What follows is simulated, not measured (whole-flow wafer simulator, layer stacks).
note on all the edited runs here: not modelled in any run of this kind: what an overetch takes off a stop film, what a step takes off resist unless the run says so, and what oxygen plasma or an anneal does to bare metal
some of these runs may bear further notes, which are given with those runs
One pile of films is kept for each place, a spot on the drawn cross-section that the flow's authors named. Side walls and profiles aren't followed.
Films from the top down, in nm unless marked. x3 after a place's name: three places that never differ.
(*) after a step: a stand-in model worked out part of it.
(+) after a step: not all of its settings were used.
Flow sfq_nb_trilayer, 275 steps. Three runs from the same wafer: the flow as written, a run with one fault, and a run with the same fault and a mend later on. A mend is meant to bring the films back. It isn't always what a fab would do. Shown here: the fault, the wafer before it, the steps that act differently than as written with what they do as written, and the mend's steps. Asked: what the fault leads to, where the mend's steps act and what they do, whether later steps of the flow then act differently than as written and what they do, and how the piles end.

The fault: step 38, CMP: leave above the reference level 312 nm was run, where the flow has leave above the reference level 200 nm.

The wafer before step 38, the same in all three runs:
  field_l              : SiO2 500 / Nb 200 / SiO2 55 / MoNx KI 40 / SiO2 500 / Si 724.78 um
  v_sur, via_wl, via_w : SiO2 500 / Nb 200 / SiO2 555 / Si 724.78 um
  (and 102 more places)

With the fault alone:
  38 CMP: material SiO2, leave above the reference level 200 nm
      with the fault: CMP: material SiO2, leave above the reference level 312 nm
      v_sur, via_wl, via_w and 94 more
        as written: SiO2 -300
        with the fault: SiO2 -188
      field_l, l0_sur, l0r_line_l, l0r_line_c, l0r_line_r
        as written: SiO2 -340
        with the fault: SiO2 -228
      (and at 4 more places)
  Later steps of the flow that act differently than as written (4 more steps differ only slightly, by at most 2% or 0.5 nm, whichever is larger, and aren't shown):
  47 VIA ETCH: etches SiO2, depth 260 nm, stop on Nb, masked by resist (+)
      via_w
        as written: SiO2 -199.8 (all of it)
        with the fault: SiO2 -260
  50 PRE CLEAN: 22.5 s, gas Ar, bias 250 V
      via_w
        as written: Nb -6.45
        with the fault: SiO2 -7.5
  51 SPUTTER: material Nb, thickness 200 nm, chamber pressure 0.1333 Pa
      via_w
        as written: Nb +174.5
        with the fault: Nb +163.1 (new film)
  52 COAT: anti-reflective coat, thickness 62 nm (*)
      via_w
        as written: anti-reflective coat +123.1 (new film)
        with the fault: anti-reflective coat +136.1 (new film)
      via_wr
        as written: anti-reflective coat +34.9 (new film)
        with the fault: anti-reflective coat +33.2 (new film)
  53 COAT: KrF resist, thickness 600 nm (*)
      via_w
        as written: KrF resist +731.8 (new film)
        with the fault: KrF resist +781.6 (new film)
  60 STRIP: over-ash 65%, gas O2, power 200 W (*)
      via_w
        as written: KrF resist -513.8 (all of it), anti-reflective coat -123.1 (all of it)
        with the fault: KrF resist -563.6 (all of it), anti-reflective coat -136.1 (all of it)
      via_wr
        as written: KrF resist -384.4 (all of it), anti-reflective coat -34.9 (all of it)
        with the fault: KrF resist -378.6 (all of it), anti-reflective coat -33.2 (all of it)
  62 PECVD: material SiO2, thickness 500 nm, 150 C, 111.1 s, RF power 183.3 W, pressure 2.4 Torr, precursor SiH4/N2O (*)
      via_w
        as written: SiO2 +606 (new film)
        with the fault: SiO2 +678.7 (new film)
  At the end the piles differ from the flow's by more than 2% or 0.5 nm, whichever is larger, at field_l, v_sur, via_wl and 103 more.
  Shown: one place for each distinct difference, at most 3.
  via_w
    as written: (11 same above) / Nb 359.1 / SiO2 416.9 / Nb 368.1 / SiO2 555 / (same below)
    with the fault: (11 same above) / Nb 359.1 / SiO2 489.6 / Nb 163.1 / SiO2 44.3 / Nb 200 / SiO2 555 / (same below)
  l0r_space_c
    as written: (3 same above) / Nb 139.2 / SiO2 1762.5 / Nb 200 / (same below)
    with the fault: (3 same above) / Nb 139.2 / SiO2 1874.5 / Nb 200 / (same below)
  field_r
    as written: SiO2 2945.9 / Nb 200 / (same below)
    with the fault: SiO2 3057.9 / Nb 200 / (same below)

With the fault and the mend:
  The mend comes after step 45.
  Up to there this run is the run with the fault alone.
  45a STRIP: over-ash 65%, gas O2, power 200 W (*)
      field_l, v_sur, via_wl and 102 more
        KrF resist -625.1 (all of it), anti-reflective coat -62 (all of it)
      via_w
        anti-reflective coat -62 (all of it)
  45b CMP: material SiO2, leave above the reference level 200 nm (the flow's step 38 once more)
      field_l, v_sur, via_wl and 103 more
        SiO2 -112
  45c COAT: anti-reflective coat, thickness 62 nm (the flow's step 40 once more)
      field_l, v_sur, via_wl and 103 more
        anti-reflective coat +62 (new film)
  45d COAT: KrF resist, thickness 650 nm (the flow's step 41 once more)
      field_l, v_sur, via_wl and 103 more
        KrF resist +650 (new film)
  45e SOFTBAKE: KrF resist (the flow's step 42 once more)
      changes no film at any place that is followed
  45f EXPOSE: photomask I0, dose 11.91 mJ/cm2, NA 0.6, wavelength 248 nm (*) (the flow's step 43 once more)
      changes no film at any place that is followed
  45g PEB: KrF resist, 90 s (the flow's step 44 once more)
      field_l, v_sur, via_wl and 103 more
        KrF resist -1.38
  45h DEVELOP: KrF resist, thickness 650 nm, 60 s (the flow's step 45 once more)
      field_l, v_sur, via_wl and 102 more
        KrF resist -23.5
      via_w
        KrF resist -648.6 (all of it)
  No later step of the flow acts differently than as written at any place that is followed.
  At the end the piles are the same as the flow's at every place that both follow.
